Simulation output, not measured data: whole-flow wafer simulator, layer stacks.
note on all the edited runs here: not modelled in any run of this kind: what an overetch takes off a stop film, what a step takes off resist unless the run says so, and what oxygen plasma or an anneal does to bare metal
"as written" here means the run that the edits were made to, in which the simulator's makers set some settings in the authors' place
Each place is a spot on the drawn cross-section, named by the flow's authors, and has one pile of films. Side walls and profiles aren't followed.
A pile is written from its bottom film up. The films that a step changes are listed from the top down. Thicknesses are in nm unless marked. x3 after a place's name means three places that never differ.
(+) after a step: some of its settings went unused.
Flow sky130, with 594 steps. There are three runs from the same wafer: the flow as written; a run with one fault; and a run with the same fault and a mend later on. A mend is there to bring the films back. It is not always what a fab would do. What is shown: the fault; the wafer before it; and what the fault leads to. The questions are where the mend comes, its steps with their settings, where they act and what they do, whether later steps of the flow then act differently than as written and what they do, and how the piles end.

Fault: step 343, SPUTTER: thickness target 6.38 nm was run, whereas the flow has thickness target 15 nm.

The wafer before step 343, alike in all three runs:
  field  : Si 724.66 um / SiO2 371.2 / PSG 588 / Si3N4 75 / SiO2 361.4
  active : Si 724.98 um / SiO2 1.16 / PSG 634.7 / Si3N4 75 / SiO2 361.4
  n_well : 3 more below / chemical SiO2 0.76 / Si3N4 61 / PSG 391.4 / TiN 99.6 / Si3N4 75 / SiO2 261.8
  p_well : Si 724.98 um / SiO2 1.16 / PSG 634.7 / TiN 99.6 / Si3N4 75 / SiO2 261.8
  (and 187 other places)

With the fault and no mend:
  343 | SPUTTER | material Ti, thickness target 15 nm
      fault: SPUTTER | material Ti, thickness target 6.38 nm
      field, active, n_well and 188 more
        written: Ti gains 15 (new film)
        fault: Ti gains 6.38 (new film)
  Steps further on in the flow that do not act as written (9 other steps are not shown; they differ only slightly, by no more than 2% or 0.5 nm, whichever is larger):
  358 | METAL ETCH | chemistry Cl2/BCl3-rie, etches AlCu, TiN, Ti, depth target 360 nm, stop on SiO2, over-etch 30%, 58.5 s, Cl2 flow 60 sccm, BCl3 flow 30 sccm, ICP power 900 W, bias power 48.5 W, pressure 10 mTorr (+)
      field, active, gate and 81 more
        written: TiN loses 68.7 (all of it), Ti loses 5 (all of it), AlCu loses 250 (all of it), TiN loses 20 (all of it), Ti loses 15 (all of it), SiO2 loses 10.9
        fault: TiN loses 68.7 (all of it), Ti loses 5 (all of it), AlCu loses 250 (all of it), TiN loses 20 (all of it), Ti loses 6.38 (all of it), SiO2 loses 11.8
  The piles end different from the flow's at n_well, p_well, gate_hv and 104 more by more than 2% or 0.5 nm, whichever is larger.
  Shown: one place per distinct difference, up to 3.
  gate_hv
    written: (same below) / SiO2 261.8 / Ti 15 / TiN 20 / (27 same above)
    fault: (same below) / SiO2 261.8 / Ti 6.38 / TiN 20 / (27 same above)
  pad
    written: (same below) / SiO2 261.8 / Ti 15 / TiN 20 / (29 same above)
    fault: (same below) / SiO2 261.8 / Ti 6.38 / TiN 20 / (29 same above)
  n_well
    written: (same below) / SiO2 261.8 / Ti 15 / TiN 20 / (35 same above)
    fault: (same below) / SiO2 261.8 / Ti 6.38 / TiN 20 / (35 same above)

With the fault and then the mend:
  The mend stands after step 343.
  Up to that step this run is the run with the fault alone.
  343a | SPUTTER | material Ti, thickness target 8.62 nm (the flow's step 343 again, with other settings)
      field, active, n_well and 188 more
        Ti gains 8.62
  Every later step of the flow that is run acts as written at every place that is followed.
  The piles end the same as the flow's at every place that both follow.
